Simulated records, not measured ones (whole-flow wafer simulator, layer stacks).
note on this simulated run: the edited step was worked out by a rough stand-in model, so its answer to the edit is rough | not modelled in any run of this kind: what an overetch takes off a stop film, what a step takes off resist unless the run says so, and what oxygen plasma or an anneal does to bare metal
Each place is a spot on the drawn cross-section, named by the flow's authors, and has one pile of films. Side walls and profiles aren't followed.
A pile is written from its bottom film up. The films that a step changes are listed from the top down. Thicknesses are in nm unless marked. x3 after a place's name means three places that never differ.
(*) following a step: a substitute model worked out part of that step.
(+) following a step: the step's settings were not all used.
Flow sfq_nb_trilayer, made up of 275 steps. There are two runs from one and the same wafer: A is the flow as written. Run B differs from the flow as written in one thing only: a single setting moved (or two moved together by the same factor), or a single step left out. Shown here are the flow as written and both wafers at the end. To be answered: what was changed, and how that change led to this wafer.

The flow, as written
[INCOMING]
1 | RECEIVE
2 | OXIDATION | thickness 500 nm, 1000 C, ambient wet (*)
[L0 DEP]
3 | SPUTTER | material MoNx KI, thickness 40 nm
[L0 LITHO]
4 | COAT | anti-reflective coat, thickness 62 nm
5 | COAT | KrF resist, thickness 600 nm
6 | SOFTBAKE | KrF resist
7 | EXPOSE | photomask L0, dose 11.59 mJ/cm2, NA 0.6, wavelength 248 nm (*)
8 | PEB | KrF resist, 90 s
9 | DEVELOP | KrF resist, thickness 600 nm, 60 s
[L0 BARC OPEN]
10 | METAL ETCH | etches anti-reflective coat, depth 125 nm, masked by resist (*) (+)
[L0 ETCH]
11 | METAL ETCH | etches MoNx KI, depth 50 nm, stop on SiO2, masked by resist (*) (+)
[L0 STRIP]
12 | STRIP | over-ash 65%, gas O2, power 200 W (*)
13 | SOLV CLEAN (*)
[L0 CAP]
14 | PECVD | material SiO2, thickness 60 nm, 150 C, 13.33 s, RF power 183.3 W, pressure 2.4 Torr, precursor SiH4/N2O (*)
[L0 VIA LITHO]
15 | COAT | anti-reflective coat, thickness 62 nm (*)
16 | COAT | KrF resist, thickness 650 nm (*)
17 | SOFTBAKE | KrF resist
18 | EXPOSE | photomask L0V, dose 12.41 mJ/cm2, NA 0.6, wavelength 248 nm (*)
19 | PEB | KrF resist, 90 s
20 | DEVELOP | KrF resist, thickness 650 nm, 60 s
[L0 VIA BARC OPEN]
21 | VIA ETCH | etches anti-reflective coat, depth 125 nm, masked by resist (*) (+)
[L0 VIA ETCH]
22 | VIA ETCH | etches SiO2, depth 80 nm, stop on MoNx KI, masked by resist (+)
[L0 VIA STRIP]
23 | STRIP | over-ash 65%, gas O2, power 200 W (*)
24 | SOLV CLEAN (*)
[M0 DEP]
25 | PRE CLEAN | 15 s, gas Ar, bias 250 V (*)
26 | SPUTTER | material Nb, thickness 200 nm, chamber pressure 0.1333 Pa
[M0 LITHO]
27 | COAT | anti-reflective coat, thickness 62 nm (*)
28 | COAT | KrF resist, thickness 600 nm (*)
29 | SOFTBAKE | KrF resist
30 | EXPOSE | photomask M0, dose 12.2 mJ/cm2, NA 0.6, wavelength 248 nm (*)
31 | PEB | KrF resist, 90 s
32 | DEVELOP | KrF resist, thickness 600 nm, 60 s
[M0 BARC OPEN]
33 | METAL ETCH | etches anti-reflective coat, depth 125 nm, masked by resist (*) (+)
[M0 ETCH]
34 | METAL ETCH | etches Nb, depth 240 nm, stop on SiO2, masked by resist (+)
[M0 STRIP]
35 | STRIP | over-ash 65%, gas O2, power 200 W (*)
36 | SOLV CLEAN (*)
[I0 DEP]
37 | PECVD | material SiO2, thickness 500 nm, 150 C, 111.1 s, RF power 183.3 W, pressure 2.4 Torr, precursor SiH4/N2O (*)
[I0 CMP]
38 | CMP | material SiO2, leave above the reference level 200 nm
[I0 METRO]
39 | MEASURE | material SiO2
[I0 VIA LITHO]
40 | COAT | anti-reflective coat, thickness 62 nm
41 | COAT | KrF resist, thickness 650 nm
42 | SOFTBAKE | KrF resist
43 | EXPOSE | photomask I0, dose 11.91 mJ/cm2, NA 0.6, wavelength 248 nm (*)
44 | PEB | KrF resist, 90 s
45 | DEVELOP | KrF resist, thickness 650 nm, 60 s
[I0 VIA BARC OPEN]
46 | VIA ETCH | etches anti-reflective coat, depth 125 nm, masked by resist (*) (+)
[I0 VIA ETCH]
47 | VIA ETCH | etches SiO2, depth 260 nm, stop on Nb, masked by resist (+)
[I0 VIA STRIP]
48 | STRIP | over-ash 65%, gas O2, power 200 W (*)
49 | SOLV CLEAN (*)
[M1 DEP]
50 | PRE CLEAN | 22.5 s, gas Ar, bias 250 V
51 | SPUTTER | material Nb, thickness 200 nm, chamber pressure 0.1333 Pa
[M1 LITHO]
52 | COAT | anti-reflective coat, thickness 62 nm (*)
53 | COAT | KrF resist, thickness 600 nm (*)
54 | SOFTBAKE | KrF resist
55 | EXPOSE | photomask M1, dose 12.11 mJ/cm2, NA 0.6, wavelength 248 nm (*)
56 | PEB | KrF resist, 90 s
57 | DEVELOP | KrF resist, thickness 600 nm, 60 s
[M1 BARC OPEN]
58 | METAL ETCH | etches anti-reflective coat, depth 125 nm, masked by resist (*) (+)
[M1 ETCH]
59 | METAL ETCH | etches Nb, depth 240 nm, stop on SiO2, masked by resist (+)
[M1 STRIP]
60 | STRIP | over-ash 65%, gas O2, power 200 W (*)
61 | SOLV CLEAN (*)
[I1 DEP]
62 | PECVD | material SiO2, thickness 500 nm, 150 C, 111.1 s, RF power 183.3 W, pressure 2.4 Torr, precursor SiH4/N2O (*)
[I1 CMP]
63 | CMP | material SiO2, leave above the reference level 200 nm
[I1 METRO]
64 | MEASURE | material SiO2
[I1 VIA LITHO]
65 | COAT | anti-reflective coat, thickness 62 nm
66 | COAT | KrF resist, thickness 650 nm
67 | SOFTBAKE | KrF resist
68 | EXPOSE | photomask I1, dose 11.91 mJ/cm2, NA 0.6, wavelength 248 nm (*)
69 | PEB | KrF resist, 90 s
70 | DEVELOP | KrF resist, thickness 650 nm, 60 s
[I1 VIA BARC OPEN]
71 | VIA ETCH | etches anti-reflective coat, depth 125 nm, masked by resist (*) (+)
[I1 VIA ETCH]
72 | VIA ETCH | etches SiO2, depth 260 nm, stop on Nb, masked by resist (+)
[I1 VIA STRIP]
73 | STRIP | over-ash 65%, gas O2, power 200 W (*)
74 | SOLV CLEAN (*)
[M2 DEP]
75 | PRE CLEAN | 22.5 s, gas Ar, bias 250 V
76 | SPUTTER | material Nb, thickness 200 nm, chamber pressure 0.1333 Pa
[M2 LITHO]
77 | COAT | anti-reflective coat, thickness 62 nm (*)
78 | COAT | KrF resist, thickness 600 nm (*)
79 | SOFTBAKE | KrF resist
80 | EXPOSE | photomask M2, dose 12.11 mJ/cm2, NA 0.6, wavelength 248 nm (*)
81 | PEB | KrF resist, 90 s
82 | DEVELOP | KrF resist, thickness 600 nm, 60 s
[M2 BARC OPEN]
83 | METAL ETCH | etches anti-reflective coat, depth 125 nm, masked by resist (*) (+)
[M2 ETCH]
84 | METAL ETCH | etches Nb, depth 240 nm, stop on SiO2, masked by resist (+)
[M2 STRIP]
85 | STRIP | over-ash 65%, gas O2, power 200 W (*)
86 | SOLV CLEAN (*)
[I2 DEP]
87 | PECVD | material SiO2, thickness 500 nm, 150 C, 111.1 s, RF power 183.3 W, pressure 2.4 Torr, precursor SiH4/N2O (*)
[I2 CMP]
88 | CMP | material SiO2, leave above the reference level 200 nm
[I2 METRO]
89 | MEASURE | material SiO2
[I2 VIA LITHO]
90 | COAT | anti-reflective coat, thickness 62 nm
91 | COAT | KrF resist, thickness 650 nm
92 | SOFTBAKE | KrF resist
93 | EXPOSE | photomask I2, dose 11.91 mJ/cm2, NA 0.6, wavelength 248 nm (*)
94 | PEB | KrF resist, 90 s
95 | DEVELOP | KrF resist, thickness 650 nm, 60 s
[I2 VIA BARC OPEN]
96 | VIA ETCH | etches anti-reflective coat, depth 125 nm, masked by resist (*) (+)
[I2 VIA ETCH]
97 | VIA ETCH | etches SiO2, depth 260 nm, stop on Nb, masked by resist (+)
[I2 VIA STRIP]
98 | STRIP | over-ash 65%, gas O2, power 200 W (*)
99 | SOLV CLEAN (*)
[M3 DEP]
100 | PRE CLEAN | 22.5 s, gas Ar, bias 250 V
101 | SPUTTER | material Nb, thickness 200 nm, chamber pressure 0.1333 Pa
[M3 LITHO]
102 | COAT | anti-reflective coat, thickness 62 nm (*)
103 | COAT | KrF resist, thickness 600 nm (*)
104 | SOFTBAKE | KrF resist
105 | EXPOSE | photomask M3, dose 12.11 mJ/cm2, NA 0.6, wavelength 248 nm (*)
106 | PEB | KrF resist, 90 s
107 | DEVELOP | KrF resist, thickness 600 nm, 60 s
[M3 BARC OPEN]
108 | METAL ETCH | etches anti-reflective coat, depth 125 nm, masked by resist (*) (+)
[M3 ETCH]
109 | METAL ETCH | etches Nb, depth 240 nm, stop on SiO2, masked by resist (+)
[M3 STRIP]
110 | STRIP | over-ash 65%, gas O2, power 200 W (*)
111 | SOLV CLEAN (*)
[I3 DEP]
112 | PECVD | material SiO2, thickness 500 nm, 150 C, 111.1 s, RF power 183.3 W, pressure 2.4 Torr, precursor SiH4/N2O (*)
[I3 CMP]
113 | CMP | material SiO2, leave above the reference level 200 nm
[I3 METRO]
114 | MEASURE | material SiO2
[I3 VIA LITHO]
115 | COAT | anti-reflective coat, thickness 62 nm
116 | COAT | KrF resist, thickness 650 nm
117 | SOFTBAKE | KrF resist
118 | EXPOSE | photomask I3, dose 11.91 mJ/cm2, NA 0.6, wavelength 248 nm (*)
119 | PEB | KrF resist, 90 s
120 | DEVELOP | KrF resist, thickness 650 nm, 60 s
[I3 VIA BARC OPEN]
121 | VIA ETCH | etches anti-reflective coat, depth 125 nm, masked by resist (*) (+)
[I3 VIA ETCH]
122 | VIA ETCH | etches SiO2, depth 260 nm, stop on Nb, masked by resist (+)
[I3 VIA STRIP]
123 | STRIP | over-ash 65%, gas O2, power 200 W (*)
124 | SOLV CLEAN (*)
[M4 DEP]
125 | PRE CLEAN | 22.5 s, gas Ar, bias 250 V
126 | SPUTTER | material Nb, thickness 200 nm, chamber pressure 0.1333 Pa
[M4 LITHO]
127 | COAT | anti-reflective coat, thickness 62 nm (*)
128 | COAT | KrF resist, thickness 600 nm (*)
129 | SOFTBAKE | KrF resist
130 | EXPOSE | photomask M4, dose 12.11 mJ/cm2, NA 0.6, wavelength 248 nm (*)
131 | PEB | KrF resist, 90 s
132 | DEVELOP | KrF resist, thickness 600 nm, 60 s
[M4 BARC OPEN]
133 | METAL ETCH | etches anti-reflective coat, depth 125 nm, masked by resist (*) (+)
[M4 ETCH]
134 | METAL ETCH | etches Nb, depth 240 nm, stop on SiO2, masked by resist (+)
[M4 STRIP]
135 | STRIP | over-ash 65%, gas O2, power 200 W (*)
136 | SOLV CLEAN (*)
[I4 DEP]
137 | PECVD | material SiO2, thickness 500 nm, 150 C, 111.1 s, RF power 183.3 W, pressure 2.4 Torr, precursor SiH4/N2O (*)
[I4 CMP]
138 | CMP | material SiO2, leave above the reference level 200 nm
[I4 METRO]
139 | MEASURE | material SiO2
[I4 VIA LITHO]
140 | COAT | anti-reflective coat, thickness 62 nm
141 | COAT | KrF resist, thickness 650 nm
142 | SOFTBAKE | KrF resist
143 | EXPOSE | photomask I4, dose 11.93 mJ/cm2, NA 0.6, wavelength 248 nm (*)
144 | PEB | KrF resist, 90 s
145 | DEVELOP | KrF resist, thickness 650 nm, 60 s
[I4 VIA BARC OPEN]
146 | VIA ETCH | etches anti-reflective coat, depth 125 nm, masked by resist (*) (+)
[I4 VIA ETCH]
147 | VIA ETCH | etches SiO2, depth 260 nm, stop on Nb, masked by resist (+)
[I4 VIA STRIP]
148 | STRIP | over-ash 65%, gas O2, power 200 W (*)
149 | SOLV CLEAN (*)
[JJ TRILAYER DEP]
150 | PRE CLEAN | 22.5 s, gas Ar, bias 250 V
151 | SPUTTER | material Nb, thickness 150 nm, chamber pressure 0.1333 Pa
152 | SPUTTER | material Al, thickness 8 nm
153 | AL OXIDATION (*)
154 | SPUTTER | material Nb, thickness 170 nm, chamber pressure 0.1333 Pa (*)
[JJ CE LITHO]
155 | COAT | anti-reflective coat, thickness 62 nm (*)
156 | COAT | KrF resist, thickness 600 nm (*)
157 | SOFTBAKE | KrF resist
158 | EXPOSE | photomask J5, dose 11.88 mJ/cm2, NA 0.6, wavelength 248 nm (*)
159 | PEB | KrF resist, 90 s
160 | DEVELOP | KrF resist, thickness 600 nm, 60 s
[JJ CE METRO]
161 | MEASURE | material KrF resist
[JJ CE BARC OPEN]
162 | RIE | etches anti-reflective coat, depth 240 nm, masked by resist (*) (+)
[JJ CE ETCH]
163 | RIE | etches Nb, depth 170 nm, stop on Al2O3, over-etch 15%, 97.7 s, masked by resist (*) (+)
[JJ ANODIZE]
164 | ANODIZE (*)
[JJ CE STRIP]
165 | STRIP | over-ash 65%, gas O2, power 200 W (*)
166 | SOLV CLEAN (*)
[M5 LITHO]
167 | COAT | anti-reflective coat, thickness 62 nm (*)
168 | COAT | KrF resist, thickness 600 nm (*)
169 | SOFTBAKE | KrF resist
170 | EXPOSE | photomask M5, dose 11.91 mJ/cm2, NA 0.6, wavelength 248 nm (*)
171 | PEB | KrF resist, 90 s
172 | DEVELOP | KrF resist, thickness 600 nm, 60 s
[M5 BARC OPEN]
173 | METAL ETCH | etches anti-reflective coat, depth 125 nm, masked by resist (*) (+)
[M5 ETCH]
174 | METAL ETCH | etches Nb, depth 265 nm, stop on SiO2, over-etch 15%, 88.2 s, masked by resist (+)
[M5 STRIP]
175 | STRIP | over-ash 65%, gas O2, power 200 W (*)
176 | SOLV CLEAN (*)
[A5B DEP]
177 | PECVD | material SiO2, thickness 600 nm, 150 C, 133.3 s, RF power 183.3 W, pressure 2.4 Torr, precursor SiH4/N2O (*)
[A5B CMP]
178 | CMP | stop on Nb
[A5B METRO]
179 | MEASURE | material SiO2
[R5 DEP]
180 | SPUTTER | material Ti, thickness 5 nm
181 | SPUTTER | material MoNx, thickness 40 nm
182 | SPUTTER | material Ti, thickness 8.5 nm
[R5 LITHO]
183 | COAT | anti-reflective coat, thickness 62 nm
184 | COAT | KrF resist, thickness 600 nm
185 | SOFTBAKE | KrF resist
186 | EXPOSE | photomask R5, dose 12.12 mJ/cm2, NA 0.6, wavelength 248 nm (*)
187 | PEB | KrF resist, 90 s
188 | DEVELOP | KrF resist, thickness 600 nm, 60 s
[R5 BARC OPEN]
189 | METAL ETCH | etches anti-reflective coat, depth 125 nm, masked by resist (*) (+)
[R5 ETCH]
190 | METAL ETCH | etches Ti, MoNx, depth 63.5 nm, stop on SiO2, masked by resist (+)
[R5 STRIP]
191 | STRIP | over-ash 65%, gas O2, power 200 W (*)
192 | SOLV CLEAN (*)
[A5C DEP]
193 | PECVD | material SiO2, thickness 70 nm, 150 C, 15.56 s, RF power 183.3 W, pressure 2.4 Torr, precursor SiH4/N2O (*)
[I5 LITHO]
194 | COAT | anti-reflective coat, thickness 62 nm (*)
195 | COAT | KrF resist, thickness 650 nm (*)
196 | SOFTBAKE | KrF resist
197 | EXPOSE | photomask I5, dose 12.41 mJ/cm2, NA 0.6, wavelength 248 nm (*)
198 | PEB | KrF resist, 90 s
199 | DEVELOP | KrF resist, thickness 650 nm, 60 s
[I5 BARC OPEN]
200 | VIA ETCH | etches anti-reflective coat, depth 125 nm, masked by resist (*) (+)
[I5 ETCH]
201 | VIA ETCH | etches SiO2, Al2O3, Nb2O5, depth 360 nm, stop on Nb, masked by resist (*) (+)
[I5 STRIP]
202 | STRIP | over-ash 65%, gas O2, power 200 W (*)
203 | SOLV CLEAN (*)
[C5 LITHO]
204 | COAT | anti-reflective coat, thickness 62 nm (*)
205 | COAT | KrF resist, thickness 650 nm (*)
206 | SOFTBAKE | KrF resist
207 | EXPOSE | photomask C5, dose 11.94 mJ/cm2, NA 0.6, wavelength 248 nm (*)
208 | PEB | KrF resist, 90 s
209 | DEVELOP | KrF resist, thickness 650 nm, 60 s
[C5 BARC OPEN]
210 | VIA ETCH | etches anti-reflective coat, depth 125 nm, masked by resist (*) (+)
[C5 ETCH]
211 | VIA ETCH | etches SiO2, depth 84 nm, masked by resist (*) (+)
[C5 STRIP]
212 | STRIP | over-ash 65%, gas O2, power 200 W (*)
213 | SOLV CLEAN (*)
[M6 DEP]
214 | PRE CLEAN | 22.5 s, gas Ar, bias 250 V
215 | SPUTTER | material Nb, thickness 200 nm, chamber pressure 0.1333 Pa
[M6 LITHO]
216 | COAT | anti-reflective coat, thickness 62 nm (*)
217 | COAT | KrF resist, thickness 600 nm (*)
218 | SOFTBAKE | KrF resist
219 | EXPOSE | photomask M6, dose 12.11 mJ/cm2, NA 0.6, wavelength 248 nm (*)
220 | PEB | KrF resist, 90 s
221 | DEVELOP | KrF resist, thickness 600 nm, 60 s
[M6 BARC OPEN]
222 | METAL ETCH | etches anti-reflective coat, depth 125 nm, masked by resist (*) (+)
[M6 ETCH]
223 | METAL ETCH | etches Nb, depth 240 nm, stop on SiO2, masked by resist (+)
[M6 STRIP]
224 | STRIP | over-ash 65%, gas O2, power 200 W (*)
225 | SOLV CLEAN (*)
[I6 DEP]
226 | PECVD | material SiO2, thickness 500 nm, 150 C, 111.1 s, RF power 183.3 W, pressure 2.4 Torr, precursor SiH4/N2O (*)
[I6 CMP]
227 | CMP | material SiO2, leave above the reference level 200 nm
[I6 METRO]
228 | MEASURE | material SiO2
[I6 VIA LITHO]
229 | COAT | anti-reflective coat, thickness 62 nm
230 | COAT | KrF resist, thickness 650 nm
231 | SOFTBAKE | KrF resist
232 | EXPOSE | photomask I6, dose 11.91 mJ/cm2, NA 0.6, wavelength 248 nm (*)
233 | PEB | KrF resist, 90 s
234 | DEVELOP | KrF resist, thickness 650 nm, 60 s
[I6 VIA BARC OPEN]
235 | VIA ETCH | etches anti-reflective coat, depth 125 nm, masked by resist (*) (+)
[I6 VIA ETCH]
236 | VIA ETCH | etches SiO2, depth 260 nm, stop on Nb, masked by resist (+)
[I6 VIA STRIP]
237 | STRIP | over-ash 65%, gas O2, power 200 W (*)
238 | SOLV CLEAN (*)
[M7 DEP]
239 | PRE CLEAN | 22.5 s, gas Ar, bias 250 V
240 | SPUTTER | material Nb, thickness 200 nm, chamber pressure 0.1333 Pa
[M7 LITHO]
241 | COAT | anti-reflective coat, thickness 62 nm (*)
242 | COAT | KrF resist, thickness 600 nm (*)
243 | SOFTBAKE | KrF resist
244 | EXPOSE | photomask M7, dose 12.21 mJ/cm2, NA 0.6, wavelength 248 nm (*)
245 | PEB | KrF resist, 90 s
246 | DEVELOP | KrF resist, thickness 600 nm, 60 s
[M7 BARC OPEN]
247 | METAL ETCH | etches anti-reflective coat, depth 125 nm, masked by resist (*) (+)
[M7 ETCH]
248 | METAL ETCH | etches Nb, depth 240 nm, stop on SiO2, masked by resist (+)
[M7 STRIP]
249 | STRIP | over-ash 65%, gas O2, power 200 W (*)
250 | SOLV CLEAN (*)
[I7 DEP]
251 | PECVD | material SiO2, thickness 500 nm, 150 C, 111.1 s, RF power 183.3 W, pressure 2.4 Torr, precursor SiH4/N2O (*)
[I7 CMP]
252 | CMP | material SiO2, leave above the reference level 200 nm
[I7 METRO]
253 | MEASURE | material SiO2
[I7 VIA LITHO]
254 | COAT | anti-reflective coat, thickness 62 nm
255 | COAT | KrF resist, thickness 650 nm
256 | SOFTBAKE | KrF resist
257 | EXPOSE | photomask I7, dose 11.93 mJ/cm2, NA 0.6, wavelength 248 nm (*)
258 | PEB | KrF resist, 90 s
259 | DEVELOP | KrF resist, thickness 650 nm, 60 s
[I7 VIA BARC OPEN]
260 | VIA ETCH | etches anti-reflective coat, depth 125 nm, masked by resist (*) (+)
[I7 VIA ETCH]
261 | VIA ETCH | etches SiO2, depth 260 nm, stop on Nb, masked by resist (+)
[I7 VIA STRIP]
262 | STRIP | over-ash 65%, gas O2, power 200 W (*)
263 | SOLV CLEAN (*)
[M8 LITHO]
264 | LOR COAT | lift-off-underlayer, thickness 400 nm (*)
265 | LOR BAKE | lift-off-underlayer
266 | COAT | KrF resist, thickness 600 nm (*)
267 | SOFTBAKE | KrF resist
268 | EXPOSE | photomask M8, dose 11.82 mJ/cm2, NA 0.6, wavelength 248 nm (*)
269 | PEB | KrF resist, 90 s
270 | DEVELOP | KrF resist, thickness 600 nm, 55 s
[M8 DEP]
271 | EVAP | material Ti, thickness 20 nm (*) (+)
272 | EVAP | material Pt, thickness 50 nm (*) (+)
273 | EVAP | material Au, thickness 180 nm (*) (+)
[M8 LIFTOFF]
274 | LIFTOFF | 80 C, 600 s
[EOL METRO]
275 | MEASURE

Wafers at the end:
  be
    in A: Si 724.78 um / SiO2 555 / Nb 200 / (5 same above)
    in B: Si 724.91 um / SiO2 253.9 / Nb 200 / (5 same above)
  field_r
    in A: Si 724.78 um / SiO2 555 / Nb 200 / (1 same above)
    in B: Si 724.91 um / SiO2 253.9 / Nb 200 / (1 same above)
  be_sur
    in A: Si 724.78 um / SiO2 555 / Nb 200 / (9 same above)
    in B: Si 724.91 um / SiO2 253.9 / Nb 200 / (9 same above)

What caused this: step 2, OXIDATION: 900 C was run, while the flow as written has 1000 C.

How this came from the change, step by step:
  2 | OXIDATION | thickness 500 nm, 1000 C, ambient wet (*)
      field_l, v_sur, via_wl and 103 more: A +500 SiO2 (new film), -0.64 chemical SiO2 (all of it), -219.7 Si | B +198.9 SiO2 (new film), -0.64 chemical SiO2 (all of it), -87.2 Si
